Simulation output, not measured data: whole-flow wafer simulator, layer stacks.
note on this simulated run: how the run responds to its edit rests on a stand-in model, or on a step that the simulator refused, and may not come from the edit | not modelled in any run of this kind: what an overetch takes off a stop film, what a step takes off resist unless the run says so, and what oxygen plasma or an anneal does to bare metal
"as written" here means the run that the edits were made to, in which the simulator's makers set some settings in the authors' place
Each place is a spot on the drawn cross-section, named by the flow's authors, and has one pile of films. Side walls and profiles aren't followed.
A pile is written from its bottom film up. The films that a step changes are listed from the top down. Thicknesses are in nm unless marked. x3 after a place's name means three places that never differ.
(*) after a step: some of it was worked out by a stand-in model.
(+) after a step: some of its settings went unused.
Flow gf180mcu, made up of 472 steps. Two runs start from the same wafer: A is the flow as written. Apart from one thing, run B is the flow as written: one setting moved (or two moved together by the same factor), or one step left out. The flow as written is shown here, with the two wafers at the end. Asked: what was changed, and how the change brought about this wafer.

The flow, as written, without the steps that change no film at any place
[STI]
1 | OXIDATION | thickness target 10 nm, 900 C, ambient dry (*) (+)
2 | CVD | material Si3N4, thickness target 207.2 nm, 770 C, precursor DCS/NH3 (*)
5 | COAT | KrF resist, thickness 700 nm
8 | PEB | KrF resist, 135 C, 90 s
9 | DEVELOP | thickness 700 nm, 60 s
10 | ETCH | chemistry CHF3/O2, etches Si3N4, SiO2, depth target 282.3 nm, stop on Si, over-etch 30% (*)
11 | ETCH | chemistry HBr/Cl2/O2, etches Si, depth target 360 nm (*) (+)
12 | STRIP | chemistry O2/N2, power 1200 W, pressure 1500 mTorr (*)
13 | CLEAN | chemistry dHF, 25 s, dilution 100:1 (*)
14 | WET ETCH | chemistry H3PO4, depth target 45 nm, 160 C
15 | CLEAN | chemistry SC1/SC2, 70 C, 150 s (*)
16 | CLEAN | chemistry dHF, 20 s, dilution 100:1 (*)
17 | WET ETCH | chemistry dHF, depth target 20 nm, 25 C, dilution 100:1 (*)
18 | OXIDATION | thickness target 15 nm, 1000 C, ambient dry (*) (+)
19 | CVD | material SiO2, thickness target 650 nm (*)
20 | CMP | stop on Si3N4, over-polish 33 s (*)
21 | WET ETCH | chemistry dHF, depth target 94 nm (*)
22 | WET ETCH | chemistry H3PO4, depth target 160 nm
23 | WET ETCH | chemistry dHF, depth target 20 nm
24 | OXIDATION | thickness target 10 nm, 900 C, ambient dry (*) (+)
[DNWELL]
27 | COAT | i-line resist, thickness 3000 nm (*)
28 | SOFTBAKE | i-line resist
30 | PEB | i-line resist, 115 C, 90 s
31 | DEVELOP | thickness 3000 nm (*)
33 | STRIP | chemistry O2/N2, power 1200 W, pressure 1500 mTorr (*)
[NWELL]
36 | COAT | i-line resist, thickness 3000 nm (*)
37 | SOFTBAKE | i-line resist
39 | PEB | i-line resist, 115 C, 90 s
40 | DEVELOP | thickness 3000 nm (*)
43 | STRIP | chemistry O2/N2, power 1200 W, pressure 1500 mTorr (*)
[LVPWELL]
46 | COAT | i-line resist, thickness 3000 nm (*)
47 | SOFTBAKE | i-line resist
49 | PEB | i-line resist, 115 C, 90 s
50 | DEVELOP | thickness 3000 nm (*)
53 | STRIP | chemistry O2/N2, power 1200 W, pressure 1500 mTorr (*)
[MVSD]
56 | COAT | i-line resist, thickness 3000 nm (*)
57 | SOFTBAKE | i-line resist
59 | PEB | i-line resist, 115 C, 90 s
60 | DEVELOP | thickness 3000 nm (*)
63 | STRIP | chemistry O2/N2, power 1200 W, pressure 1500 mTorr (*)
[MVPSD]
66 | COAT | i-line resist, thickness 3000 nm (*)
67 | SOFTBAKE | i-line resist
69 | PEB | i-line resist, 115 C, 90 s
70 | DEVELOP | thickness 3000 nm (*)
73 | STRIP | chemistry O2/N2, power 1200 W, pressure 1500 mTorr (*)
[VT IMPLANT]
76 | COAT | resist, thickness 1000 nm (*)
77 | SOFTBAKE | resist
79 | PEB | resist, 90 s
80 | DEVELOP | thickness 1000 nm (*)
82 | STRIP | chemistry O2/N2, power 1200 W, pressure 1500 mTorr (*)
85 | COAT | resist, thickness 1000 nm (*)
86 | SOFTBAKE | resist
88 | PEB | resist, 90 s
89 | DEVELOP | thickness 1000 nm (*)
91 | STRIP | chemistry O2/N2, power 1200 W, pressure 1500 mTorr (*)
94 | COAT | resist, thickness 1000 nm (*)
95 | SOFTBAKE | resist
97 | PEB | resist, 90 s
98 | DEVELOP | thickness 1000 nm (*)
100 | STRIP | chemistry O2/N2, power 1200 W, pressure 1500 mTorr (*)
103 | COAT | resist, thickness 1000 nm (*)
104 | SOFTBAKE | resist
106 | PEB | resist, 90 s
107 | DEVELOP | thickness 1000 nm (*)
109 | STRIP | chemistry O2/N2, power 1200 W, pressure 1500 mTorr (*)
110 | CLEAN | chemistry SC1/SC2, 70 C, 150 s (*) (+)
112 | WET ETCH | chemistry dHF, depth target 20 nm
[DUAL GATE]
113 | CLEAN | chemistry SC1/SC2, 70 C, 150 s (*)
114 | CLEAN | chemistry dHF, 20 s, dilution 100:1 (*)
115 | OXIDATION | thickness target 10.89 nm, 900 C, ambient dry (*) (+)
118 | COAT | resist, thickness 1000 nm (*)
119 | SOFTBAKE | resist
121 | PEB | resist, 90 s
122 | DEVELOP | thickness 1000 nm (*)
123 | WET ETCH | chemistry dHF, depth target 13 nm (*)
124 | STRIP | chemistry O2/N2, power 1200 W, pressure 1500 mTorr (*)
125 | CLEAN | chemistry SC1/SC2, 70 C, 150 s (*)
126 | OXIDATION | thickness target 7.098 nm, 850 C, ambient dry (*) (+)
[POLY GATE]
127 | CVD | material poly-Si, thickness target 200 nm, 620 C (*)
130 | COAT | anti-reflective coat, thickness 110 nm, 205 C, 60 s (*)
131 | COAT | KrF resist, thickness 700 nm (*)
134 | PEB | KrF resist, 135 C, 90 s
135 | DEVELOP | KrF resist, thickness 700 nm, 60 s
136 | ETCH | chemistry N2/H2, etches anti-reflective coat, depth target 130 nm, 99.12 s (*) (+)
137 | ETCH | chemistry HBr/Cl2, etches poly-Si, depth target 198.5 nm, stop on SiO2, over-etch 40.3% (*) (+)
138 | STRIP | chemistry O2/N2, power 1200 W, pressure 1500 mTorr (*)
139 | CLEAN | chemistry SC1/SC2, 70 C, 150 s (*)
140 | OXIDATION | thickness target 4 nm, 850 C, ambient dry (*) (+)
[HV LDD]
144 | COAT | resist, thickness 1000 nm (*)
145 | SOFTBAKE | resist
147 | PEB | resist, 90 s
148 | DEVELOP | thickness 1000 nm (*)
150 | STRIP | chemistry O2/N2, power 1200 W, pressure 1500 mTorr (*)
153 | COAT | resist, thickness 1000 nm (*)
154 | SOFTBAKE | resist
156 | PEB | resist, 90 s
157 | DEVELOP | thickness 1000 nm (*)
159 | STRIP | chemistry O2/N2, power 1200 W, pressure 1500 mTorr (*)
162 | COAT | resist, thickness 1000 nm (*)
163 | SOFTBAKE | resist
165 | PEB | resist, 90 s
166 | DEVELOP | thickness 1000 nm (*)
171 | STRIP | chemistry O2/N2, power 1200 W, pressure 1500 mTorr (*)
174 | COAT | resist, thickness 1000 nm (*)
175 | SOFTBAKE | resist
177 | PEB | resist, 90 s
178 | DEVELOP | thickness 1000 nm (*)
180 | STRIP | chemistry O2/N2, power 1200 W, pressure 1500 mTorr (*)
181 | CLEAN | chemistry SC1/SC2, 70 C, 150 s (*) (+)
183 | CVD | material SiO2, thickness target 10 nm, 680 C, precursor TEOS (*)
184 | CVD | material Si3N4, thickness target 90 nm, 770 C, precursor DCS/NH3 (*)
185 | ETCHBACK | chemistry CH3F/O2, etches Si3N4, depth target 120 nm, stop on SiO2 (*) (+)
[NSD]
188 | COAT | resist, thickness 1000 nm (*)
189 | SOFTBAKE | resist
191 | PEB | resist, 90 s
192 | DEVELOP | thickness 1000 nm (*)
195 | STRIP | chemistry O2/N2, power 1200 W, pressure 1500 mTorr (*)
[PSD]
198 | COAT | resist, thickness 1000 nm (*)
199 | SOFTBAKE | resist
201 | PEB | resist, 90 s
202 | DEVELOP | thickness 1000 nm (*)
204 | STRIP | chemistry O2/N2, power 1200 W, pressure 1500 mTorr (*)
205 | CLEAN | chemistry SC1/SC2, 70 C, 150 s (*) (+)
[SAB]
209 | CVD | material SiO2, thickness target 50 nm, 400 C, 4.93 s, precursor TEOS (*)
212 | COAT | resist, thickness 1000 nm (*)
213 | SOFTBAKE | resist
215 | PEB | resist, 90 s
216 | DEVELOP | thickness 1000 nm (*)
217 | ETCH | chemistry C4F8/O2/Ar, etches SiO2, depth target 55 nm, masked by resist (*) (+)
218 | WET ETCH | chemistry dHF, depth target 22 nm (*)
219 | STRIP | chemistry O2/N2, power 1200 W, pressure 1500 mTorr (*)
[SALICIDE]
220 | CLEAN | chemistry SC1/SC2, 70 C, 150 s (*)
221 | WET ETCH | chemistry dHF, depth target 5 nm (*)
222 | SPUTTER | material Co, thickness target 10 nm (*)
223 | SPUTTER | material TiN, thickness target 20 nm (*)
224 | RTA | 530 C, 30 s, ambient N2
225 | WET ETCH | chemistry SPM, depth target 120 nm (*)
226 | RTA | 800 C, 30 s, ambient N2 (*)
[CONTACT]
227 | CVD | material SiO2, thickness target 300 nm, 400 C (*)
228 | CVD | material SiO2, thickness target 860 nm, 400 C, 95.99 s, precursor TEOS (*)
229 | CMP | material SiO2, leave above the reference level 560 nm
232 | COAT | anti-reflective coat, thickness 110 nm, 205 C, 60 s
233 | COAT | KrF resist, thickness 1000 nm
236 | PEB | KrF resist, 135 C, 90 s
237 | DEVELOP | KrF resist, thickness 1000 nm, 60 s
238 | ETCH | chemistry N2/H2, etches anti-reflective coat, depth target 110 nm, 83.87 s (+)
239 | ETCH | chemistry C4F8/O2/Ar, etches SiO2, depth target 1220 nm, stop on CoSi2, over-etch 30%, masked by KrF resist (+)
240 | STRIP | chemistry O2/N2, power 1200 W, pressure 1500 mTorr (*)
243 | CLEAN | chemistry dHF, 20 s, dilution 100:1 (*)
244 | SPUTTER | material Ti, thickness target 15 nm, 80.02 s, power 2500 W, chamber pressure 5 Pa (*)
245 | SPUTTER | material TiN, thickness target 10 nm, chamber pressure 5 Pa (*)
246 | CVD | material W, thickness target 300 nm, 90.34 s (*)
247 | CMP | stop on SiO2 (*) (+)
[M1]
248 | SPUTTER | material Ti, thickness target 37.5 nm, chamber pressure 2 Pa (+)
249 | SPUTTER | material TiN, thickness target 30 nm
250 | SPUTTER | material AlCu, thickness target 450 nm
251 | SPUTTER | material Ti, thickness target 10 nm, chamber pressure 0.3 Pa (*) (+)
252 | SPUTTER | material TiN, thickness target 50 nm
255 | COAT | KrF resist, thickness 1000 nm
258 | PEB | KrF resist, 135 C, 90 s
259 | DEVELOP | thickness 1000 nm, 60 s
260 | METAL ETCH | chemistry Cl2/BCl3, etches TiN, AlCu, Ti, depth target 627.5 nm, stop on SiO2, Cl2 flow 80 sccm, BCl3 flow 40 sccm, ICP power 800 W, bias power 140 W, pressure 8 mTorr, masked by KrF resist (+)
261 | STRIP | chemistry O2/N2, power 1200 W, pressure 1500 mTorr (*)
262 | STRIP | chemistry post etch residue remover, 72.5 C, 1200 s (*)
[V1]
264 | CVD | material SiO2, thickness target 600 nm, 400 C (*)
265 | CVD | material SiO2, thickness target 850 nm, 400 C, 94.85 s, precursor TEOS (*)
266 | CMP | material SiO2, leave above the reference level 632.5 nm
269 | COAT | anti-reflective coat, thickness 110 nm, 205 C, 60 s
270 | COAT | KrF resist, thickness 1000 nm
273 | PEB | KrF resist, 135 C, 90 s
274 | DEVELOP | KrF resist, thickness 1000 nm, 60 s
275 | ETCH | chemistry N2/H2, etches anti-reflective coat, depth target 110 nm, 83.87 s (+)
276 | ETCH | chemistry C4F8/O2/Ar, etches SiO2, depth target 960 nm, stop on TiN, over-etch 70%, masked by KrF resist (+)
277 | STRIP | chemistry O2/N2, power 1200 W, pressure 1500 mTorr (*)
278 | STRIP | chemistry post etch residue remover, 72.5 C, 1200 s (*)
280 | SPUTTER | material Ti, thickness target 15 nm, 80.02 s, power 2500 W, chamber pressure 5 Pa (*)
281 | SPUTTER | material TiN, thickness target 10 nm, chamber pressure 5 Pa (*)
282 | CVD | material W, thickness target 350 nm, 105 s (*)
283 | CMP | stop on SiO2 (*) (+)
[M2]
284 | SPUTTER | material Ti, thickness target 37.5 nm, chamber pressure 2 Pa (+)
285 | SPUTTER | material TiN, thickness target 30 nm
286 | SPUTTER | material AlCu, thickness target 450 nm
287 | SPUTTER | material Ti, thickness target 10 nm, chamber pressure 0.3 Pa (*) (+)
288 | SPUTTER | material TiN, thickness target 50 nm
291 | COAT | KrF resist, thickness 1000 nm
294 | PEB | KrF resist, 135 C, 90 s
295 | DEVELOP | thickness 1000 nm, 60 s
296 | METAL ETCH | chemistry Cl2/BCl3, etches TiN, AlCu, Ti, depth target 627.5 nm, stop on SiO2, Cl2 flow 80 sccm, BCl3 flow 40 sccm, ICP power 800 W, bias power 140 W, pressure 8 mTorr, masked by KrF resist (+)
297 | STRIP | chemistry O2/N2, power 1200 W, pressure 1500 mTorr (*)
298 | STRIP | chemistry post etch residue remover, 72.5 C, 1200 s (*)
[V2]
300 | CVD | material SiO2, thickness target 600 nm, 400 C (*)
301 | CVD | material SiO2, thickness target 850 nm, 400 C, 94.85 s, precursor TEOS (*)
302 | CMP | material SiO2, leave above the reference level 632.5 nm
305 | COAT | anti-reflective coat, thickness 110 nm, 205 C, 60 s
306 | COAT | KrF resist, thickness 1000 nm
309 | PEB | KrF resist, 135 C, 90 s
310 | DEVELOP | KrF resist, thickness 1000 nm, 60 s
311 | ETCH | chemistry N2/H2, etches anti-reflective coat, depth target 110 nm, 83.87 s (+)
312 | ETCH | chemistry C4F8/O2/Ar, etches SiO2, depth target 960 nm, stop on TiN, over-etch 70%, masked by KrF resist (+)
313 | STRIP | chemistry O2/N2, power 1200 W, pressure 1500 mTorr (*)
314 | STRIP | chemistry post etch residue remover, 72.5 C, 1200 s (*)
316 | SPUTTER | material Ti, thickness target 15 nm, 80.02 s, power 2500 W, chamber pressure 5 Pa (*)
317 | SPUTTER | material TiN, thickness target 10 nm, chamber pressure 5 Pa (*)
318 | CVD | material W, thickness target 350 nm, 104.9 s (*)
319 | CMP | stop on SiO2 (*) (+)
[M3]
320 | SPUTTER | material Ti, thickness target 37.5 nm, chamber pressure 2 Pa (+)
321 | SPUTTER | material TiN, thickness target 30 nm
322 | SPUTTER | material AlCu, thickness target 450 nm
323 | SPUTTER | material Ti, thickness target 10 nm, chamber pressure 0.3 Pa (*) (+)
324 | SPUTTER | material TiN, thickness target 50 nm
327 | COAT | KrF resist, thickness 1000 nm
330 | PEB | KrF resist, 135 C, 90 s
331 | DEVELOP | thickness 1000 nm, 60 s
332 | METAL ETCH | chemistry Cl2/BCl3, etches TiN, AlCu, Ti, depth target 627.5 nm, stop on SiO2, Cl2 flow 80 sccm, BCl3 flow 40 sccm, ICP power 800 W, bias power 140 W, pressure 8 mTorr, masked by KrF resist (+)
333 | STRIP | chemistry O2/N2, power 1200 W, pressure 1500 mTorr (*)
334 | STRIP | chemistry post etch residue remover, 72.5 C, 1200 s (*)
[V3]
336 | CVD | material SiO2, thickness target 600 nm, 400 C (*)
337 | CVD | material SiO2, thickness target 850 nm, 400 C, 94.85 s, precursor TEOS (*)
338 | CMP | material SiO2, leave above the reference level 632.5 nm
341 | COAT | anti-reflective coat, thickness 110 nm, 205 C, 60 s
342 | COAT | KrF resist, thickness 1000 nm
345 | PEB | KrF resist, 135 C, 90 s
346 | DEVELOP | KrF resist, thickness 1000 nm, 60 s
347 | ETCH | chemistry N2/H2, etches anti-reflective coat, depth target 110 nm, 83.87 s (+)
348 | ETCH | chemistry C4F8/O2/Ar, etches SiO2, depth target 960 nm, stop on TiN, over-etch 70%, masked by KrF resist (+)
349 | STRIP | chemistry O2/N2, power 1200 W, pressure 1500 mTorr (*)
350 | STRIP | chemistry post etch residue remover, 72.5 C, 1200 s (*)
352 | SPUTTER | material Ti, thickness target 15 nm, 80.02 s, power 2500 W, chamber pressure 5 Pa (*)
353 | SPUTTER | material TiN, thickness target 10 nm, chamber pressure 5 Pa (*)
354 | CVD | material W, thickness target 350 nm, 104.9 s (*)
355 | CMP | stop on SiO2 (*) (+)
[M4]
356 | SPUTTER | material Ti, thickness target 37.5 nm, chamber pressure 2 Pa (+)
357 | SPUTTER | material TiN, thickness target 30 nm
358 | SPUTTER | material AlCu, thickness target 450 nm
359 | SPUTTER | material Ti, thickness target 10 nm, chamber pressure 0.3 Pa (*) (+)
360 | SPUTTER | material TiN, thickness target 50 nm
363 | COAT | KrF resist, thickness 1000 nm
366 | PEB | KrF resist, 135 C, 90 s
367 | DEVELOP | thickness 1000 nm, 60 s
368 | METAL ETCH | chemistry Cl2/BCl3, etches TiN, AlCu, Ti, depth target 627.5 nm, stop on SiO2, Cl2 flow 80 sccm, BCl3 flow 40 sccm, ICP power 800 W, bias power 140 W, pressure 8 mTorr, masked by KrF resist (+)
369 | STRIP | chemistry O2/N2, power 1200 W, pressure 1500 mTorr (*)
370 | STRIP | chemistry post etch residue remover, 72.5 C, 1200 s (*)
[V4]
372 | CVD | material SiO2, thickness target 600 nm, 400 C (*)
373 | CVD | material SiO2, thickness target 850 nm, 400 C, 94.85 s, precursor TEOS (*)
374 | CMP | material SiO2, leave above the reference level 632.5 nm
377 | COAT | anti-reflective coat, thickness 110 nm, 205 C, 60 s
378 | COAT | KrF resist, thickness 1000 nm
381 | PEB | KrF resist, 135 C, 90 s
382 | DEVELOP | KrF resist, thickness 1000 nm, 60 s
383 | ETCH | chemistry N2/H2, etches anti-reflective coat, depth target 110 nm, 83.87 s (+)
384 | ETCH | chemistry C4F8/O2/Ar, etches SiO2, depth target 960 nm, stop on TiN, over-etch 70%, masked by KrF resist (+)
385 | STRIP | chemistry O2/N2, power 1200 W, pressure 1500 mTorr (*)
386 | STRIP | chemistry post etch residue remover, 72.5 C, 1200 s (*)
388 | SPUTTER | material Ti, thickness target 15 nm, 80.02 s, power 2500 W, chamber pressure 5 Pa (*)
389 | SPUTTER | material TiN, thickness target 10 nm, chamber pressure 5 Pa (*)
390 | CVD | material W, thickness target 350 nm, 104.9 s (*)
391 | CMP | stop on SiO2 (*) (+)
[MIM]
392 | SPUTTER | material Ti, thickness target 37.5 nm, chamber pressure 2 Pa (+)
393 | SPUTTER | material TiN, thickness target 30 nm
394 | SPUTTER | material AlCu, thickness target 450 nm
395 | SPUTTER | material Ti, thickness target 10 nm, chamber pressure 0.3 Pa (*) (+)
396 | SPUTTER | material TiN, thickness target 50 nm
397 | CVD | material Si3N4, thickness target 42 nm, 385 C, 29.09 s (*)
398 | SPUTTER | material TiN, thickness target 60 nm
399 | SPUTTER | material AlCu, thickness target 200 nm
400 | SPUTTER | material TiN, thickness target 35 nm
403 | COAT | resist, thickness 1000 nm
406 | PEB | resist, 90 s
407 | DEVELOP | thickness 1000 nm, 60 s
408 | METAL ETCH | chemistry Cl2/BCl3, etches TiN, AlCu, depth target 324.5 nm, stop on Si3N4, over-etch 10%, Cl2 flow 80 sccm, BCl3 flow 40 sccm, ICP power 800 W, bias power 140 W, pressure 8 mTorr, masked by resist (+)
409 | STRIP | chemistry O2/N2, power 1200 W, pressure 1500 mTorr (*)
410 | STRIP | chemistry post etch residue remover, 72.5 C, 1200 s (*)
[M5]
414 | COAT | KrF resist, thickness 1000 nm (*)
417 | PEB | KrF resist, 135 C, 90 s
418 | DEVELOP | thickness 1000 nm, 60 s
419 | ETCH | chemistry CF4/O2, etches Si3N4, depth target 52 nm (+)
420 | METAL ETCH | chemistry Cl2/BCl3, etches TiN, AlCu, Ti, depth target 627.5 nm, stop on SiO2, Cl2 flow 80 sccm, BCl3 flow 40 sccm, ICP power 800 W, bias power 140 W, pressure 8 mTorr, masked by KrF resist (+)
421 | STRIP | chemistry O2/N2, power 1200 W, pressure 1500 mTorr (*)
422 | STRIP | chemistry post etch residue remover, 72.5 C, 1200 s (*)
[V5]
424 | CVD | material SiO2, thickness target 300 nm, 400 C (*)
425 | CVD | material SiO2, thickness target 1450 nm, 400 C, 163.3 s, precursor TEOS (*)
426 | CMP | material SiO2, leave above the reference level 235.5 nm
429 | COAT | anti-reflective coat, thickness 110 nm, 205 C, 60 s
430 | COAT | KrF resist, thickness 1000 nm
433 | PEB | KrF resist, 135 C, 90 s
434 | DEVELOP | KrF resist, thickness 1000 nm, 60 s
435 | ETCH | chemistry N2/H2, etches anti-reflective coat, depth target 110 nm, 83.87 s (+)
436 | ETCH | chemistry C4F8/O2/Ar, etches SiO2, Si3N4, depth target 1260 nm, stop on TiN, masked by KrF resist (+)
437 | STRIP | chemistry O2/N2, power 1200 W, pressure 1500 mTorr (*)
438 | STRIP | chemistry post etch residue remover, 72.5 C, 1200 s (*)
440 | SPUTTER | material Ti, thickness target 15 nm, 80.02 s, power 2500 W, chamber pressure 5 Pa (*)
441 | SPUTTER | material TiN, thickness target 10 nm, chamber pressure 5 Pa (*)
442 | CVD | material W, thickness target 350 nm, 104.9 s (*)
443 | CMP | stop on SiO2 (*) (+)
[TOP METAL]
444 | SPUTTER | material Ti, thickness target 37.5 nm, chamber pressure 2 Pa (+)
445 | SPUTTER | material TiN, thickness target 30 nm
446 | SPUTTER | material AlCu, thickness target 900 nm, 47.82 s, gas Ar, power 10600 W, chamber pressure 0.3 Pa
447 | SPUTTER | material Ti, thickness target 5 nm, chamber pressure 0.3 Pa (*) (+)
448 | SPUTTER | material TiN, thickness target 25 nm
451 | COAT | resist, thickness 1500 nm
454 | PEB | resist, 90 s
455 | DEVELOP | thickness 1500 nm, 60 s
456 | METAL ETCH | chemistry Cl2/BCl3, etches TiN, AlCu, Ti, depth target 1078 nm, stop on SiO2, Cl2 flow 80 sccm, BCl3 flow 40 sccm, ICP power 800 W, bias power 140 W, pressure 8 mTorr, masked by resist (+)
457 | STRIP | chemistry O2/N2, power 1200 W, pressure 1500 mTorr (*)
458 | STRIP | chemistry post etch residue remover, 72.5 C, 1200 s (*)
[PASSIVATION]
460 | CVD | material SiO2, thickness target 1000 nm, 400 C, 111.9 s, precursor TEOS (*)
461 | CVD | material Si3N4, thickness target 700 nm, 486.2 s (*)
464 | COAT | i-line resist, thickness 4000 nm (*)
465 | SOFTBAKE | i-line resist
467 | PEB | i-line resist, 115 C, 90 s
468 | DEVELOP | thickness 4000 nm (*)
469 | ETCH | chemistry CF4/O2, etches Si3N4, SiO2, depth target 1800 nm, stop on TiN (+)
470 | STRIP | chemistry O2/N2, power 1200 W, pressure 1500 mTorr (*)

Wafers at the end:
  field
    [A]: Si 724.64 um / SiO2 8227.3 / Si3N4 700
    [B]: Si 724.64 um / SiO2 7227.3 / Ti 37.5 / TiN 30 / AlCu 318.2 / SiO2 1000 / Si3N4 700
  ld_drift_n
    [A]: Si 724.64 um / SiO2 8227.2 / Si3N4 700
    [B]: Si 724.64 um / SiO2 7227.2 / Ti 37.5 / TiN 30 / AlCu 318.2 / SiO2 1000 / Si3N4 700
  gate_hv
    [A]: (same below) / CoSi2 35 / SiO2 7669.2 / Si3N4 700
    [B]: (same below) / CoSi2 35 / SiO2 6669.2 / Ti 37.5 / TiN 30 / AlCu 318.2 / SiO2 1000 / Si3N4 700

Cause: step 456, METAL ETCH: depth target 606.1 nm was run, while the flow as written has depth target 1078 nm.

Step by step, how the change led to this:
  456 | METAL ETCH | chemistry Cl2/BCl3, etches TiN, AlCu, Ti, depth target 1078 nm, stop on SiO2, Cl2 flow 80 sccm, BCl3 flow 40 sccm, ICP power 800 W, bias power 140 W, pressure 8 mTorr, masked by resist (+)
      field, field__w1, field__w2 and 103 more: A TiN loses 25 (all of it), Ti loses 5 (all of it), AlCu loses 900 (all of it), TiN loses 30 (all of it), Ti loses 37.5 (all of it) | B TiN loses 25 (all of it), Ti loses 5 (all of it), AlCu loses 576.1
      field__w8, contact, m1, m1__w1, pad, m1_nw: A resist loses 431 | B resist loses 242.4
  457 | STRIP | chemistry O2/N2, power 1200 W, pressure 1500 mTorr (*)
      field__w8, contact, m1, m1__w1, pad, m1_nw: A resist loses 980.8 (all of it) | B resist loses 1169.3 (all of it)
  458 | STRIP | chemistry post etch residue remover, 72.5 C, 1200 s (*)
      field, field__w1, field__w2 and 103 more: A nothing | B AlCu loses 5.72
  460 | CVD | material SiO2, thickness target 1000 nm, 400 C, 111.9 s, precursor TEOS (*)
      field, field__w1, field__w2 and 103 more: A SiO2 gains 1000 | B SiO2 gains 1000 (new film)
  464 | COAT | i-line resist, thickness 4000 nm (*)
      field__w8: A i-line resist gains 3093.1 (new film) | B i-line resist gains 3437.3 (new film)
      contact: A i-line resist gains 3153.6 (new film) | B i-line resist gains 3467.1 (new film)
      (and at 4 other places as well)
  465 | SOFTBAKE | i-line resist
      field__w11, field__w13: A i-line resist gains 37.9 | B i-line resist gains 19.7
      sd_p_hv, nw_enc_fld__w1: A i-line resist gains 36.6 | B i-line resist gains 19.5
      (and at 65 other places as well)
  467 | PEB | i-line resist, 115 C, 90 s
      field__w8, m1__w1: A i-line resist loses 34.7 | B i-line resist loses 40.9
      contact, m1: A i-line resist loses 35.1 | B i-line resist loses 41.1
      (and at 2 other places as well)
  468 | DEVELOP | thickness 4000 nm (*)
      pad: A i-line resist loses 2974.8 (all of it) | B i-line resist loses 3351.5 (all of it)
  470 | STRIP | chemistry O2/N2, power 1200 W, pressure 1500 mTorr (*)
      field__w8: A i-line resist loses 1787.7 (all of it) | B i-line resist loses 2159.4 (all of it)
      contact: A i-line resist loses 1811.2 (all of it) | B i-line resist loses 2171.5 (all of it)
      (and at 3 other places as well)
Taking metal films that touch as one body, field has 1 body; the flow as written gives 0 bodies.
Taking metal films that touch as one body, ld_drift_n has 1 body; the flow as written gives 0 bodies.
Taking metal films that touch as one body, gate_hv has 2 bodies (between them, from the top down: SiO2 6669.2); the flow as written gives 1 body.
